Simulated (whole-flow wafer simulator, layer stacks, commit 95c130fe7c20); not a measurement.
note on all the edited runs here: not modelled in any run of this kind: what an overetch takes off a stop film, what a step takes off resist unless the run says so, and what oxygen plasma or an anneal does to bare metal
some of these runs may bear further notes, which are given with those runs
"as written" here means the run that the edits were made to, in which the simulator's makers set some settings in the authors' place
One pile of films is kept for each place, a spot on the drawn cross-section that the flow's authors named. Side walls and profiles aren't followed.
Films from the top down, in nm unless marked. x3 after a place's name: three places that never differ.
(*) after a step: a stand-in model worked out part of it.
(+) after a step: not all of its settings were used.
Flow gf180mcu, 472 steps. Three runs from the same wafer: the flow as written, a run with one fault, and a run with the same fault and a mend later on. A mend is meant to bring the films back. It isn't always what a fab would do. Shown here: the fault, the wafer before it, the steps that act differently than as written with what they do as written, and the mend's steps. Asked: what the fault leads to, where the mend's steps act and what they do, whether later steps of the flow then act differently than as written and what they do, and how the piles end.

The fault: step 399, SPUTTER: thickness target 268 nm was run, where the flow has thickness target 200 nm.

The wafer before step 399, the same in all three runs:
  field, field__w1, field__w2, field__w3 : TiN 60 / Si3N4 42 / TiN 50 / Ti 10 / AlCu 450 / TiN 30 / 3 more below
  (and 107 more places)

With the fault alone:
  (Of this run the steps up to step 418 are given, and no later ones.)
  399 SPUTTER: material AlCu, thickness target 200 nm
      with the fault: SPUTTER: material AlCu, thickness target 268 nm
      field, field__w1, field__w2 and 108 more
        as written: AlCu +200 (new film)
        with the fault: AlCu +268 (new film)
  Later steps of the flow that act differently than as written (3 more steps differ only slightly, by at most 2% or 0.5 nm, whichever is larger, and aren't shown):
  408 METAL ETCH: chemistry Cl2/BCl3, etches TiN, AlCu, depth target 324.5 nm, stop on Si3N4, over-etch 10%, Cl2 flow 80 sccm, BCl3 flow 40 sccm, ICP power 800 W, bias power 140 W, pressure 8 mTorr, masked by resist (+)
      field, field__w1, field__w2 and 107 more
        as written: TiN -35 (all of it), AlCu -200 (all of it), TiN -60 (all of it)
        with the fault: TiN -35 (all of it), AlCu -268 (all of it), TiN -21.5
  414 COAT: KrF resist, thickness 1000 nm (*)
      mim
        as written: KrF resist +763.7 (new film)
        with the fault: KrF resist +741.4 (new film)
  After step 418 the piles differ from the flow's by more than 2% or 0.5 nm, whichever is larger, at field, field__w1, field__w2 and 109 more.
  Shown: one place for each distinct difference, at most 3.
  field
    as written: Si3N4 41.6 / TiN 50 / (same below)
    with the fault: TiN 38.1 / Si3N4 42 / TiN 50 / (same below)
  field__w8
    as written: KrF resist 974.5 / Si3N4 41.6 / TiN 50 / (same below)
    with the fault: KrF resist 974.5 / TiN 38.1 / Si3N4 42 / TiN 50 / (same below)
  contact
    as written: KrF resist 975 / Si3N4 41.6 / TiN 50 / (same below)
    with the fault: KrF resist 975 / TiN 38.1 / Si3N4 42 / TiN 50 / (same below)

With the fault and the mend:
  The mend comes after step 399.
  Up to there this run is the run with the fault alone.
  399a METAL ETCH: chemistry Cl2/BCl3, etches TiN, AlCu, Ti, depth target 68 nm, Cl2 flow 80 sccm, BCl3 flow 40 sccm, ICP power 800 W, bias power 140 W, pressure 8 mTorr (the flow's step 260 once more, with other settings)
      field, field__w1, field__w2 and 108 more
        AlCu -68
  No later step of the flow acts differently than as written at any place that is followed.
  At the end the piles are the same as the flow's at every place that both follow.
